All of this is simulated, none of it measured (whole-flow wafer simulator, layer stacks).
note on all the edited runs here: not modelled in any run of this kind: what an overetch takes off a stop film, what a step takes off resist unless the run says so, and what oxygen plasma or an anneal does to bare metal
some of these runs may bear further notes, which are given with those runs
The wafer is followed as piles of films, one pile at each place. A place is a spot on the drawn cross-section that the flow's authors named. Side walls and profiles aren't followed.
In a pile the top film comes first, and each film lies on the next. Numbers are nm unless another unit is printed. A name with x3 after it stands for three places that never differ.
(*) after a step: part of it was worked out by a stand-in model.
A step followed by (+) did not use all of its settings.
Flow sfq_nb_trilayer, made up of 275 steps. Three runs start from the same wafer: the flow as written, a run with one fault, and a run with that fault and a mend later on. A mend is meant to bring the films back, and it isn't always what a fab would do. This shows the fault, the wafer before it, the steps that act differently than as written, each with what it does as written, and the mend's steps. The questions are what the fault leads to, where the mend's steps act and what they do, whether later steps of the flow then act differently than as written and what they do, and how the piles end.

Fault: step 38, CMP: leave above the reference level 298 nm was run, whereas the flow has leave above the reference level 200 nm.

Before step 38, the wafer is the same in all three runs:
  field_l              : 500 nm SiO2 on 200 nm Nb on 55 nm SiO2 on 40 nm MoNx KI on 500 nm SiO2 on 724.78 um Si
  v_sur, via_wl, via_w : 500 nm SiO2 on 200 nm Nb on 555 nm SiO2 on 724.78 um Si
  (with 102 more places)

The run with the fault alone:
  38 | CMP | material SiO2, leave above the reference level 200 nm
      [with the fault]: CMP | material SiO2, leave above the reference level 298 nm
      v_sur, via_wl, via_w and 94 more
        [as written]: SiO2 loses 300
        [with the fault]: SiO2 loses 202
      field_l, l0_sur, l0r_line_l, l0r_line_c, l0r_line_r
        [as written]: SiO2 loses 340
        [with the fault]: SiO2 loses 242
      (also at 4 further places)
  Later steps of the flow acting differently than as written (4 other steps are not shown; they differ only slightly, by no more than 2% or 0.5 nm, whichever is larger):
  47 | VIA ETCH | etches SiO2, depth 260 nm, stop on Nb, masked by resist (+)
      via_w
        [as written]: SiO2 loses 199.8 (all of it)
        [with the fault]: SiO2 loses 260
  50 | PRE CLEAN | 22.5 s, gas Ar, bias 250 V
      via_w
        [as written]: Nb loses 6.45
        [with the fault]: SiO2 loses 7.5
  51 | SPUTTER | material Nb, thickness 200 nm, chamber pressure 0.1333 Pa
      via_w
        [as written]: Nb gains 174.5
        [with the fault]: Nb gains 163.1 (new film)
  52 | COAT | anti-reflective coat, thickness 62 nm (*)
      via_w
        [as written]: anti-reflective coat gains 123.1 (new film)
        [with the fault]: anti-reflective coat gains 136.1 (new film)
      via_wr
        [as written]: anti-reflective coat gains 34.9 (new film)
        [with the fault]: anti-reflective coat gains 33.2 (new film)
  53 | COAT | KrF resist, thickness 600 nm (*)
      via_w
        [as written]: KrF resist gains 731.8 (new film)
        [with the fault]: KrF resist gains 781.6 (new film)
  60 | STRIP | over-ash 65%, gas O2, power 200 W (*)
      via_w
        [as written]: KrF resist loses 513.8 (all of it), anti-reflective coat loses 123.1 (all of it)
        [with the fault]: KrF resist loses 563.6 (all of it), anti-reflective coat loses 136.1 (all of it)
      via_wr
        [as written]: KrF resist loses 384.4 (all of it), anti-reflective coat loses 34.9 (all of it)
        [with the fault]: KrF resist loses 378.6 (all of it), anti-reflective coat loses 33.2 (all of it)
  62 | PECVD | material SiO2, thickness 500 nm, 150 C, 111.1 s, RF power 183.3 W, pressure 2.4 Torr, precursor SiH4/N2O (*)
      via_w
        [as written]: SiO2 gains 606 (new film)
        [with the fault]: SiO2 gains 678.7 (new film)
  By the end, the piles at field_l, v_sur, via_wl and 103 more depart from the flow's by more than 2% or 0.5 nm, whichever is larger.
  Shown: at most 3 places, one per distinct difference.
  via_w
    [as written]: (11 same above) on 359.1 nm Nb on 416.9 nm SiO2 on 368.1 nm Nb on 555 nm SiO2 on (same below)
    [with the fault]: (11 same above) on 359.1 nm Nb on 489.6 nm SiO2 on 163.1 nm Nb on 30.3 nm SiO2 on 200 nm Nb on 555 nm SiO2 on (same below)
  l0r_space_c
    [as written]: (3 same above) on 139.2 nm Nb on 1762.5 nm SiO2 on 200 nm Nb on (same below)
    [with the fault]: (3 same above) on 139.2 nm Nb on 1860.5 nm SiO2 on 200 nm Nb on (same below)
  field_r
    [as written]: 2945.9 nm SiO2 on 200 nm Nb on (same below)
    [with the fault]: 3043.9 nm SiO2 on 200 nm Nb on (same below)

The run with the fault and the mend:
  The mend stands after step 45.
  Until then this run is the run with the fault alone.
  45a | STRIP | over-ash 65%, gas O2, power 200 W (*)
      field_l, v_sur, via_wl and 102 more
        KrF resist loses 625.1 (all of it), anti-reflective coat loses 62 (all of it)
      via_w
        anti-reflective coat loses 62 (all of it)
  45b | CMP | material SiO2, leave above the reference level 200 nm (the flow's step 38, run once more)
      field_l, v_sur, via_wl and 103 more
        SiO2 loses 98
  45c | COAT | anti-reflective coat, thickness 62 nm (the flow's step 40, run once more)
      field_l, v_sur, via_wl and 103 more
        anti-reflective coat gains 62 (new film)
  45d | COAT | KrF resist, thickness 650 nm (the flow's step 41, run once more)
      field_l, v_sur, via_wl and 103 more
        KrF resist gains 650 (new film)
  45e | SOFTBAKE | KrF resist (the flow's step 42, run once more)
      leaves every film unchanged at each place that is followed
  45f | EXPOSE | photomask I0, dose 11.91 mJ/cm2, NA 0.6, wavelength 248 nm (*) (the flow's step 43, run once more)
      leaves every film unchanged at each place that is followed
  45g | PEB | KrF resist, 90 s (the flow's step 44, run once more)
      field_l, v_sur, via_wl and 103 more
        KrF resist loses 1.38
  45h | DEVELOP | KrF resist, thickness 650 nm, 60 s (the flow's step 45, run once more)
      field_l, v_sur, via_wl and 102 more
        KrF resist loses 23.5
      via_w
        KrF resist loses 648.6 (all of it)
  None of the later steps of the flow acts differently than as written at any place that is followed.
  At every place that both follow, the piles at the end match the flow's.
